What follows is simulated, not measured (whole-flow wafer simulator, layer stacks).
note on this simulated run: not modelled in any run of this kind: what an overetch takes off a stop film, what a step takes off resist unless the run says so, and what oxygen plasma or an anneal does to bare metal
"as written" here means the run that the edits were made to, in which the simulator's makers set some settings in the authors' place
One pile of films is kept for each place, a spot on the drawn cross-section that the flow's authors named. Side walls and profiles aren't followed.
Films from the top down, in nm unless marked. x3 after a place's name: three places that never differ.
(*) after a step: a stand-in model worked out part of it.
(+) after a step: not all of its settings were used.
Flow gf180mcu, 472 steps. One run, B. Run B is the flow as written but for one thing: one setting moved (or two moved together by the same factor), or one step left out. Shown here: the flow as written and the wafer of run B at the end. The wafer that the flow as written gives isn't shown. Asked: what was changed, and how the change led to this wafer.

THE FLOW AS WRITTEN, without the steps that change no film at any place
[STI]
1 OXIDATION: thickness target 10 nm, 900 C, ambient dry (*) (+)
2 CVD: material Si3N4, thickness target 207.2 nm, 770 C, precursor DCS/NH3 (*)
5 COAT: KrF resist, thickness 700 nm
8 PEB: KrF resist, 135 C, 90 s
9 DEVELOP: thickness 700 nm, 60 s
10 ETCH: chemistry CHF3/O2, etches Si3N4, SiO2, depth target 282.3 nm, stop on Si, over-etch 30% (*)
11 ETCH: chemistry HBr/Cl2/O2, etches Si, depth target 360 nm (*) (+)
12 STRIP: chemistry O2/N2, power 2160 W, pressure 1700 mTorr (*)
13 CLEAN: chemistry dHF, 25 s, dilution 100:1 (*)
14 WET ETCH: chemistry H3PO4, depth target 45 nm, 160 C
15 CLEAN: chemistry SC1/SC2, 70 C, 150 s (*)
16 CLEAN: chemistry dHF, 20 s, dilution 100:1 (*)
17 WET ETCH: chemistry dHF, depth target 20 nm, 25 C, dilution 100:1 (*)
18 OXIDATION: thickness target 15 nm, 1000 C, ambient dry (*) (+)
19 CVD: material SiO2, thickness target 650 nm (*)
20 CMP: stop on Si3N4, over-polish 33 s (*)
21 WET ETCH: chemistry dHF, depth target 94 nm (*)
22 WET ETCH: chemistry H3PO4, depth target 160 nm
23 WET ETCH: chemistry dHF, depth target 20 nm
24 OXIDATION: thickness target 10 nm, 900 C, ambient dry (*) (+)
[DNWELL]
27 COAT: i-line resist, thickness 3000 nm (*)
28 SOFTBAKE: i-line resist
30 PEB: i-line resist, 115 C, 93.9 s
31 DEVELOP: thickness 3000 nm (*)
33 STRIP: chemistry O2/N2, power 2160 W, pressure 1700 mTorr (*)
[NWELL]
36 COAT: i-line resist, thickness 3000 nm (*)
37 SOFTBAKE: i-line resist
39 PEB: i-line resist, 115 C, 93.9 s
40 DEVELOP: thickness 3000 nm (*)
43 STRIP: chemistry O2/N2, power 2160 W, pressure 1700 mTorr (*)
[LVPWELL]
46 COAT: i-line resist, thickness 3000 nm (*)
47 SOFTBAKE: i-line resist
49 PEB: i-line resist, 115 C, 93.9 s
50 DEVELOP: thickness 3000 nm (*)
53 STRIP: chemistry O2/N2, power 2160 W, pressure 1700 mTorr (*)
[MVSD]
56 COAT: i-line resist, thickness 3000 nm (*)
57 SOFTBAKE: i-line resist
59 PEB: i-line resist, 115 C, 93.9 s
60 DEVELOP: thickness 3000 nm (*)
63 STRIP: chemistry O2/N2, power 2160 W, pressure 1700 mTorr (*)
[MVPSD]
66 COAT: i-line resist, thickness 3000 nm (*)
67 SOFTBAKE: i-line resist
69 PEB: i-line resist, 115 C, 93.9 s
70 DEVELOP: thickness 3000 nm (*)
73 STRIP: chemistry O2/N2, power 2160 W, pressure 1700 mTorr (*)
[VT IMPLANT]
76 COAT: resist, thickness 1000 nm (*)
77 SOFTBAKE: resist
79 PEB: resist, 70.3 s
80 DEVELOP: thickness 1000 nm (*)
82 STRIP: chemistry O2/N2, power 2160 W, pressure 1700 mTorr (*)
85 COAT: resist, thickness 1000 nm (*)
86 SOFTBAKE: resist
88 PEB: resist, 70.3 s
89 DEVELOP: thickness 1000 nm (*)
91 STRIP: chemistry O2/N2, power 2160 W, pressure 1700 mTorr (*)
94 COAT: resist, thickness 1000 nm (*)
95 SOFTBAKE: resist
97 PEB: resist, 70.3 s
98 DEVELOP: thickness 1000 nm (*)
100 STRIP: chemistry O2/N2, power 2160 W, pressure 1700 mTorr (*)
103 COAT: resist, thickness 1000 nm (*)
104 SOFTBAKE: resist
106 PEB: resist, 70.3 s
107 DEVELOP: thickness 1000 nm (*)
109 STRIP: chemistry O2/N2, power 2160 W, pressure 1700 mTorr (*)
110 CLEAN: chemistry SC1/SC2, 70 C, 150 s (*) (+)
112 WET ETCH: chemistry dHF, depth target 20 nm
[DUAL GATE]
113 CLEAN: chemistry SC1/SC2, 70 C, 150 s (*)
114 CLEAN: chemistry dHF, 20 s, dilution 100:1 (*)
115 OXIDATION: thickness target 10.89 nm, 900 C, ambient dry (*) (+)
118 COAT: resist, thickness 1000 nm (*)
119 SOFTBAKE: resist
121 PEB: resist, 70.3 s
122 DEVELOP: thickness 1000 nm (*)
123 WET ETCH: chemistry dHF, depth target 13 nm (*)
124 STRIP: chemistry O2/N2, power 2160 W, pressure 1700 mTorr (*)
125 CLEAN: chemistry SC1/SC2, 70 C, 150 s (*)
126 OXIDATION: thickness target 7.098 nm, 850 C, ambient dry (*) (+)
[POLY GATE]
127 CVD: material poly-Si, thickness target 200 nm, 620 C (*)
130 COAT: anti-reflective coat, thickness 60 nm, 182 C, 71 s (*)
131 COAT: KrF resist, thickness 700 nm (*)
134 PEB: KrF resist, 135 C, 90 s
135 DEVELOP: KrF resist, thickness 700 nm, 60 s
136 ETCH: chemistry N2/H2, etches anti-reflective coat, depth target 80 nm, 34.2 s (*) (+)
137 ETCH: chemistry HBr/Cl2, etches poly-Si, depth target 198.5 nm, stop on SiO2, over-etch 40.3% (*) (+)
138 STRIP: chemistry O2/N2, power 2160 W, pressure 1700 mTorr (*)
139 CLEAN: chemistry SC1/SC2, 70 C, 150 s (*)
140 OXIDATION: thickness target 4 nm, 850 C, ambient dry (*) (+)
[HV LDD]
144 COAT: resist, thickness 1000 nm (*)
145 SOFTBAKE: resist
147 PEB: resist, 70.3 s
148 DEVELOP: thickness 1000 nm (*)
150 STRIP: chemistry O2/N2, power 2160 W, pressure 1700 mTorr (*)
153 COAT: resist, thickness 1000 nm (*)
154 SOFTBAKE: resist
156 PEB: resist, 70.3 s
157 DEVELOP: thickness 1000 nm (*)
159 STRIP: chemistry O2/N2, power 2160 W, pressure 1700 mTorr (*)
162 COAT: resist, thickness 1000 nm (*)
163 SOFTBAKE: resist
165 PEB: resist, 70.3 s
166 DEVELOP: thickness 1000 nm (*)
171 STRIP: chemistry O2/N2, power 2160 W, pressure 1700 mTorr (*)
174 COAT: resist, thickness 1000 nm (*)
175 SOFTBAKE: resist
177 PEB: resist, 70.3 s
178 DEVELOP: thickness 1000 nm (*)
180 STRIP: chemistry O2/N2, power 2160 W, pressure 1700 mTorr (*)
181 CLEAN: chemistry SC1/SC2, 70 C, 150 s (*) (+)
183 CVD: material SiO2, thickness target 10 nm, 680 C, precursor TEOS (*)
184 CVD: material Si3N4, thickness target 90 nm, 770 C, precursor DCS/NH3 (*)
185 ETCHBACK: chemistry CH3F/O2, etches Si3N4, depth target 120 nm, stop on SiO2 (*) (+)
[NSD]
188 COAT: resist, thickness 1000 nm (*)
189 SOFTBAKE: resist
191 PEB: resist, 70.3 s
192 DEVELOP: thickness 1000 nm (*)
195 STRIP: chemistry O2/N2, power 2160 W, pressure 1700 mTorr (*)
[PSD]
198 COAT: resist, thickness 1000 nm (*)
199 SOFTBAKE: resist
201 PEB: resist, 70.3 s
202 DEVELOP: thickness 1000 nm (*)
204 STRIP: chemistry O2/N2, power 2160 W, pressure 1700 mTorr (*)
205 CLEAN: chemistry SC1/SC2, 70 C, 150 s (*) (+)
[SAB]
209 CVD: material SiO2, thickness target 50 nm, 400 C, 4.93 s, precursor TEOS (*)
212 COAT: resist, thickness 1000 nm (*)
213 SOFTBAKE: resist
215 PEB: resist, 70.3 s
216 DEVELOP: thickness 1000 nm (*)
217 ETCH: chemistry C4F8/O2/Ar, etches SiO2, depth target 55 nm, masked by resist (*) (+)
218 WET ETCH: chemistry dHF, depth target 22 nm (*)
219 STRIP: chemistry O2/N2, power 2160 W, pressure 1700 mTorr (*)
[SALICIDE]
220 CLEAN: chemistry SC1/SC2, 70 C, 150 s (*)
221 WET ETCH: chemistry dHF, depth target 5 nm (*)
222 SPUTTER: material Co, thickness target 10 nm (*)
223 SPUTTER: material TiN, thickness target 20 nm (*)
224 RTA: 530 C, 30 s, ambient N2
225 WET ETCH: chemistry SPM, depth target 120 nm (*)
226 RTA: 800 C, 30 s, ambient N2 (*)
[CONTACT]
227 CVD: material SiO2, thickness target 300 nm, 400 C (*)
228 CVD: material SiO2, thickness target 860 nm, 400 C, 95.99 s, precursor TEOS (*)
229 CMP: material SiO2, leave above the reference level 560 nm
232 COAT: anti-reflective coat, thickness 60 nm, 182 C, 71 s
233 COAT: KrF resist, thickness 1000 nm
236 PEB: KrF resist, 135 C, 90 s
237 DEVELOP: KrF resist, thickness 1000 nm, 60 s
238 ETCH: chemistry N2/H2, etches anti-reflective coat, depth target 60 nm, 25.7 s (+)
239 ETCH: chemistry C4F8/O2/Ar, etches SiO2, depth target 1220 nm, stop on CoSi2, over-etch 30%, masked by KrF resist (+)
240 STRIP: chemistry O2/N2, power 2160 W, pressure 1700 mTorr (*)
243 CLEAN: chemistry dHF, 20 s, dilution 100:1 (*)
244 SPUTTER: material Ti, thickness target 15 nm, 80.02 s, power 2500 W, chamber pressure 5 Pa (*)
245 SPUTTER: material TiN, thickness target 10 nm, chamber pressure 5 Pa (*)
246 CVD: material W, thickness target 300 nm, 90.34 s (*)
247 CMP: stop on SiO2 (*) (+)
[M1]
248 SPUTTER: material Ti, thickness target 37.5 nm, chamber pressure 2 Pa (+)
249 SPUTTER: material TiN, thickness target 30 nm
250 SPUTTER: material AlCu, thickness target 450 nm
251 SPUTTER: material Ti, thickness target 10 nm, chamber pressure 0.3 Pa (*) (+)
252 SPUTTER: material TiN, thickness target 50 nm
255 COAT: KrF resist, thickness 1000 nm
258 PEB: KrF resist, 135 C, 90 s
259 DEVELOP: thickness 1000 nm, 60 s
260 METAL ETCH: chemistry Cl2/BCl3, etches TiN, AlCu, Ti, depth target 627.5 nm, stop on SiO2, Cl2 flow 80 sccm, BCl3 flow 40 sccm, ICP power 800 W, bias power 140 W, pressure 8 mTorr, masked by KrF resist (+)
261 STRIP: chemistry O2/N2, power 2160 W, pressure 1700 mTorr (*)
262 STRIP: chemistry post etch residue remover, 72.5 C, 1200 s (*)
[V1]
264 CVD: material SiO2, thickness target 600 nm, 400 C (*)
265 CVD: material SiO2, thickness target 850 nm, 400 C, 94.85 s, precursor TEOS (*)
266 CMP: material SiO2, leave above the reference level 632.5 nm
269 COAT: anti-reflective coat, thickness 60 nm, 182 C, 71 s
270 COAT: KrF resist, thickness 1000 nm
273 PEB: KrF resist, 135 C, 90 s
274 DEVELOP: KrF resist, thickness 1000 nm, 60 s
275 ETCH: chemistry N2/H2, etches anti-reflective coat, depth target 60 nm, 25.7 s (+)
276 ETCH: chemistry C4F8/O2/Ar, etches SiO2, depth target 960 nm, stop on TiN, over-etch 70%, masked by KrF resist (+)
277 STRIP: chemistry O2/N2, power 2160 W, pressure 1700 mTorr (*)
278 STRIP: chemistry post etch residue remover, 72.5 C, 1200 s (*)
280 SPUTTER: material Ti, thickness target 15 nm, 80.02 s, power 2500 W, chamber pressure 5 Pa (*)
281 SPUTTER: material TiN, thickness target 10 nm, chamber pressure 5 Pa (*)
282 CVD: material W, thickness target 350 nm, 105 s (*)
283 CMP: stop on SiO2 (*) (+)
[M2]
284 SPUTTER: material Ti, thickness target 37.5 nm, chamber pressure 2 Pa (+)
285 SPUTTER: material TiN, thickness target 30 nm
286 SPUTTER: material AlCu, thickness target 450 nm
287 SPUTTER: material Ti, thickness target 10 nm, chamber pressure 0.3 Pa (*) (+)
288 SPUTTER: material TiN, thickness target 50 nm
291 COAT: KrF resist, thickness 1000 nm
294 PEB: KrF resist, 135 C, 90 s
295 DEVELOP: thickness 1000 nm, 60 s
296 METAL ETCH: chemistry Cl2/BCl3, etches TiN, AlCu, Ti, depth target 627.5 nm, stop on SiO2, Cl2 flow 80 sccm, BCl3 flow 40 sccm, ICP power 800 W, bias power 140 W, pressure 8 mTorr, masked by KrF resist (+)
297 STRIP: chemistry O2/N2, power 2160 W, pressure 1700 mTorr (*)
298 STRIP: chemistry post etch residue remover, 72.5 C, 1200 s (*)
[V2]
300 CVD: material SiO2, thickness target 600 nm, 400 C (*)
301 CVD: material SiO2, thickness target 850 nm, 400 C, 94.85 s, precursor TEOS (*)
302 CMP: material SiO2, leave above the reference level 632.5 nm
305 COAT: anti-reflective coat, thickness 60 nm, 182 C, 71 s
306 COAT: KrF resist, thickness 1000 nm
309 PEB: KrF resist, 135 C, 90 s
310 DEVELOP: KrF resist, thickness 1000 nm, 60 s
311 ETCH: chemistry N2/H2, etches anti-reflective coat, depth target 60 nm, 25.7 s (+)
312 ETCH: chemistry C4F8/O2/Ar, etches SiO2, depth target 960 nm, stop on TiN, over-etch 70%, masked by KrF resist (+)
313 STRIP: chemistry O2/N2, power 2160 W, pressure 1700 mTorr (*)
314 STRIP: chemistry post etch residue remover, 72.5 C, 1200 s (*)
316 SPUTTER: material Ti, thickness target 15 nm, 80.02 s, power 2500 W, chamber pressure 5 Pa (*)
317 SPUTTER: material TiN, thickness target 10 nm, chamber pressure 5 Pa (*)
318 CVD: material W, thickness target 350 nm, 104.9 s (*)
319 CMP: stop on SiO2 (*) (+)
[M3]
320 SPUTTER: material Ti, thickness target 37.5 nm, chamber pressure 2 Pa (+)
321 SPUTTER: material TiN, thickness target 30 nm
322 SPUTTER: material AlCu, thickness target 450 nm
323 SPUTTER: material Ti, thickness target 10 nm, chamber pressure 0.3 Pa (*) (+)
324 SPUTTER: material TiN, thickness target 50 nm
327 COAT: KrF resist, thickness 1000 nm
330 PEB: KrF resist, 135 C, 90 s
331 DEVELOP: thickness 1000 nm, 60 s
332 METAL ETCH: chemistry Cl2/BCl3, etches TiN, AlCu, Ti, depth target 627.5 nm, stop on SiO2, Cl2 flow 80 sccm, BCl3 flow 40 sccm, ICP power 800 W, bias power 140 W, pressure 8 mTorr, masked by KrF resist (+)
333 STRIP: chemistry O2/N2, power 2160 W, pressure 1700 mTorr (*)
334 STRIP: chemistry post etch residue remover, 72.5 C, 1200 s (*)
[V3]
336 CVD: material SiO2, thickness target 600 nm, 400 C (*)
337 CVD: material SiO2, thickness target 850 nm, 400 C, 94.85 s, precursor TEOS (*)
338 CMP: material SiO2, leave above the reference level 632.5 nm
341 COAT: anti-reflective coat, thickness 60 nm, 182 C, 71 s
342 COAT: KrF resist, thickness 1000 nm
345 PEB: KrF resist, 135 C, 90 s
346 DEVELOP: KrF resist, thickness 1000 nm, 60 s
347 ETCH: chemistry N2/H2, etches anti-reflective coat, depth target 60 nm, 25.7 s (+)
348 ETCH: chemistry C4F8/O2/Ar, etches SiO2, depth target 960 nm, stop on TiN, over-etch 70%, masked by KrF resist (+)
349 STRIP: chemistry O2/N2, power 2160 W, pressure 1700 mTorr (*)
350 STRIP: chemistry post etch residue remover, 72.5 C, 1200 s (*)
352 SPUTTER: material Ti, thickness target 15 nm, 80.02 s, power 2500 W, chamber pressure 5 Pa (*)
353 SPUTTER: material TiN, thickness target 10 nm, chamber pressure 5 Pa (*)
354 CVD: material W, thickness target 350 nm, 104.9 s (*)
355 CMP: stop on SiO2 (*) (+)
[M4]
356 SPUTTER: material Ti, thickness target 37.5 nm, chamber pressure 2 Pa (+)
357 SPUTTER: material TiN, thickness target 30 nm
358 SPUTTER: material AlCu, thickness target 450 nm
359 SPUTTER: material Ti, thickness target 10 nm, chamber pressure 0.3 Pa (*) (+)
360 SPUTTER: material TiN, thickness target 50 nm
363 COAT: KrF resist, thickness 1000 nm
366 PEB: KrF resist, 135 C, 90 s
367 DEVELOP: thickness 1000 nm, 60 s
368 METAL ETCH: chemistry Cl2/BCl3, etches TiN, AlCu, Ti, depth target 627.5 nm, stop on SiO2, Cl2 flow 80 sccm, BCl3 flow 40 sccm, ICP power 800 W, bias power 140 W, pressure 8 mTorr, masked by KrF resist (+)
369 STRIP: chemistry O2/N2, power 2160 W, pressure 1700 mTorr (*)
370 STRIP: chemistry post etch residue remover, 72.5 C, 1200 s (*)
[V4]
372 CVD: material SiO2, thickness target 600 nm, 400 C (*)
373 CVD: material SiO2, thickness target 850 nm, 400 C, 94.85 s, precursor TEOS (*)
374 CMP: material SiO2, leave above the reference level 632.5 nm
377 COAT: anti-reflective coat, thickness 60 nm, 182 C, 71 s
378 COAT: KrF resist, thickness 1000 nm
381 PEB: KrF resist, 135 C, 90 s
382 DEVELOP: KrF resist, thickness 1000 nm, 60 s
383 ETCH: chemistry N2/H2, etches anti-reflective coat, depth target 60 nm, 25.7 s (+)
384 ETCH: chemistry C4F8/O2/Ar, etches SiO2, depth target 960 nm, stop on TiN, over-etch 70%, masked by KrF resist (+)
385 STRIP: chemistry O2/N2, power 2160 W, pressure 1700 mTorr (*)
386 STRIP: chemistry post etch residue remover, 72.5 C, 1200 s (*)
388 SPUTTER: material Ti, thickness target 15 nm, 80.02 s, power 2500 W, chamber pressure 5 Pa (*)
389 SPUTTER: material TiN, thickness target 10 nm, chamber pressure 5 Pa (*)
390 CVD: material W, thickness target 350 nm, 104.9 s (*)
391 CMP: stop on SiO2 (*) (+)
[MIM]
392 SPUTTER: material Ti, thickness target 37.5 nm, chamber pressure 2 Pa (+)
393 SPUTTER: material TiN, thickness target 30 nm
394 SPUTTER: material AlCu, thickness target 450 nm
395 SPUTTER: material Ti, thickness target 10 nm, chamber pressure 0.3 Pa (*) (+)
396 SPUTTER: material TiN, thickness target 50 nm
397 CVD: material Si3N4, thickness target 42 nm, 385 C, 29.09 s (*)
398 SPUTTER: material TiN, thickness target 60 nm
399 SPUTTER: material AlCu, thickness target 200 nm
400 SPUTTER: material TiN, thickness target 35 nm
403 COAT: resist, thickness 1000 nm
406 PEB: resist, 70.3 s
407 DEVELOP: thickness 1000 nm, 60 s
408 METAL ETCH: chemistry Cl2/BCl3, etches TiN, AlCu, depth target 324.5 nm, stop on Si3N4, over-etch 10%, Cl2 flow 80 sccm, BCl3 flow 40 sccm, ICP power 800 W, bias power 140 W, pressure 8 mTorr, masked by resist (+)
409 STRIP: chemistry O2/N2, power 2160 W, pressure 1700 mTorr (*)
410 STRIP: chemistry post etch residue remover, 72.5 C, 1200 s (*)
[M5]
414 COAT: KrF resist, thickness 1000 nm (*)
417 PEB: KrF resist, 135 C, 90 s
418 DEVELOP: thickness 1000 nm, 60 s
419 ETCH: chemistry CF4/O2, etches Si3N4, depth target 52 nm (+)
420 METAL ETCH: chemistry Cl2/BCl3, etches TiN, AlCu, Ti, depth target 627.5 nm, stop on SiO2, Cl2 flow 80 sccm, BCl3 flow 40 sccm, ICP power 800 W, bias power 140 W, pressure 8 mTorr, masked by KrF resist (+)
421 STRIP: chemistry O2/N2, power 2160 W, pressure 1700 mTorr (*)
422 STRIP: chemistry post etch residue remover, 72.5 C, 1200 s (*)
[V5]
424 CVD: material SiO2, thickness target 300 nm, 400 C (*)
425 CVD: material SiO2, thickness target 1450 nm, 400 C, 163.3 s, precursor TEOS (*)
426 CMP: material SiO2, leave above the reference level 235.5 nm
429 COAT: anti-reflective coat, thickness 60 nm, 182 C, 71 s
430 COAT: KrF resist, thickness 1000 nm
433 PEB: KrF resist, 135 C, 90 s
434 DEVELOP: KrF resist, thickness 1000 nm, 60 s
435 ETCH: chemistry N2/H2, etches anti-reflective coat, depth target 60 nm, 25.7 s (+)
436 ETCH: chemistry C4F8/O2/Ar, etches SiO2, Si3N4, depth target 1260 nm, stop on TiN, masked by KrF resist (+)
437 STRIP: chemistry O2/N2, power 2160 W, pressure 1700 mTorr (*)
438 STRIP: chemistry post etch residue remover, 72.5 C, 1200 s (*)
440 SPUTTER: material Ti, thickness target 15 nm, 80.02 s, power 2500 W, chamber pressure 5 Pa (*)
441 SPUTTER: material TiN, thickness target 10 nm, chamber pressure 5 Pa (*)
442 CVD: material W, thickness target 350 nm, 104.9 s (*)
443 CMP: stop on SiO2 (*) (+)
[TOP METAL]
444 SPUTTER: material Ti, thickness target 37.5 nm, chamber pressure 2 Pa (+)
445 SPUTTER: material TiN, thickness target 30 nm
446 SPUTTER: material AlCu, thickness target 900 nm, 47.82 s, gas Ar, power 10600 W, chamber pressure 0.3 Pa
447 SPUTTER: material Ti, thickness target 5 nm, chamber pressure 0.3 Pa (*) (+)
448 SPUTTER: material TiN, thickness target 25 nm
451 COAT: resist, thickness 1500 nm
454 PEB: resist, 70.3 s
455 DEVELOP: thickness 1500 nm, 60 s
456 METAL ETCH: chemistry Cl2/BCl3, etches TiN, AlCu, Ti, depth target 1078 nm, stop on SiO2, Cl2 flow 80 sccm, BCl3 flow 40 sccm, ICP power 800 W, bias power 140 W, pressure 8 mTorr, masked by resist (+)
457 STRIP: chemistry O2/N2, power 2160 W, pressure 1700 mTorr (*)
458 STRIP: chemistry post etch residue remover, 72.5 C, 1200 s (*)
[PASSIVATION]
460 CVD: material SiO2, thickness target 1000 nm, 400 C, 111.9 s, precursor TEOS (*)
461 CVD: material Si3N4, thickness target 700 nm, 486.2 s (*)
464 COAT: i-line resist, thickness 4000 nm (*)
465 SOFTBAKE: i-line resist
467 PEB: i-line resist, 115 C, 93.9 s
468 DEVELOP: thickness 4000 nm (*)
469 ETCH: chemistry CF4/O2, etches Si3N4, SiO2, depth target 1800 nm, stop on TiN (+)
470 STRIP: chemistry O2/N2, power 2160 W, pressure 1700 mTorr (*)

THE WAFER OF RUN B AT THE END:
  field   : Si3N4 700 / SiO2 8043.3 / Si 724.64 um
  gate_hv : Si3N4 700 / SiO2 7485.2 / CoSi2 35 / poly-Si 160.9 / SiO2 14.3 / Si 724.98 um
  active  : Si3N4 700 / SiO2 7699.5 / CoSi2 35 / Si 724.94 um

The cause: step 358, SPUTTER: thickness target 266 nm was run, where the flow has thickness target 450 nm.

How the change led to this, step by step:
  358 SPUTTER: material AlCu, thickness target 450 nm
      field, field__w1, field__w2 and 108 more: AlCu +266 (new film) (as written it would be: AlCu +450 (new film))
  368 METAL ETCH: chemistry Cl2/BCl3, etches TiN, AlCu, Ti, depth target 627.5 nm, stop on SiO2, Cl2 flow 80 sccm, BCl3 flow 40 sccm, ICP power 800 W, bias power 140 W, pressure 8 mTorr, masked by KrF resist (+)
      field, field__w1, field__w2 and 103 more: TiN -50 (all of it), Ti -10 (all of it), AlCu -266 (all of it), TiN -30 (all of it), Ti -37.5 (all of it) (as written it would be: TiN -50 (all of it), Ti -10 (all of it), AlCu -450 (all of it), TiN -30 (all of it), Ti -37.5 (all of it))
      field__w8, contact, m1, m1__w1, m1_nw: KrF resist -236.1 (as written it would be: KrF resist -251)
  369 STRIP: chemistry O2/N2, power 2160 W, pressure 1700 mTorr (*)
      field__w8, contact, m1, m1__w1, m1_nw: KrF resist -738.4 (all of it) (as written it would be: KrF resist -723.5 (all of it))
  374 CMP: material SiO2, leave above the reference level 632.5 nm
      field, field__w1, field__w2 and 103 more: SiO2 -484 (as written it would be: SiO2 -300)
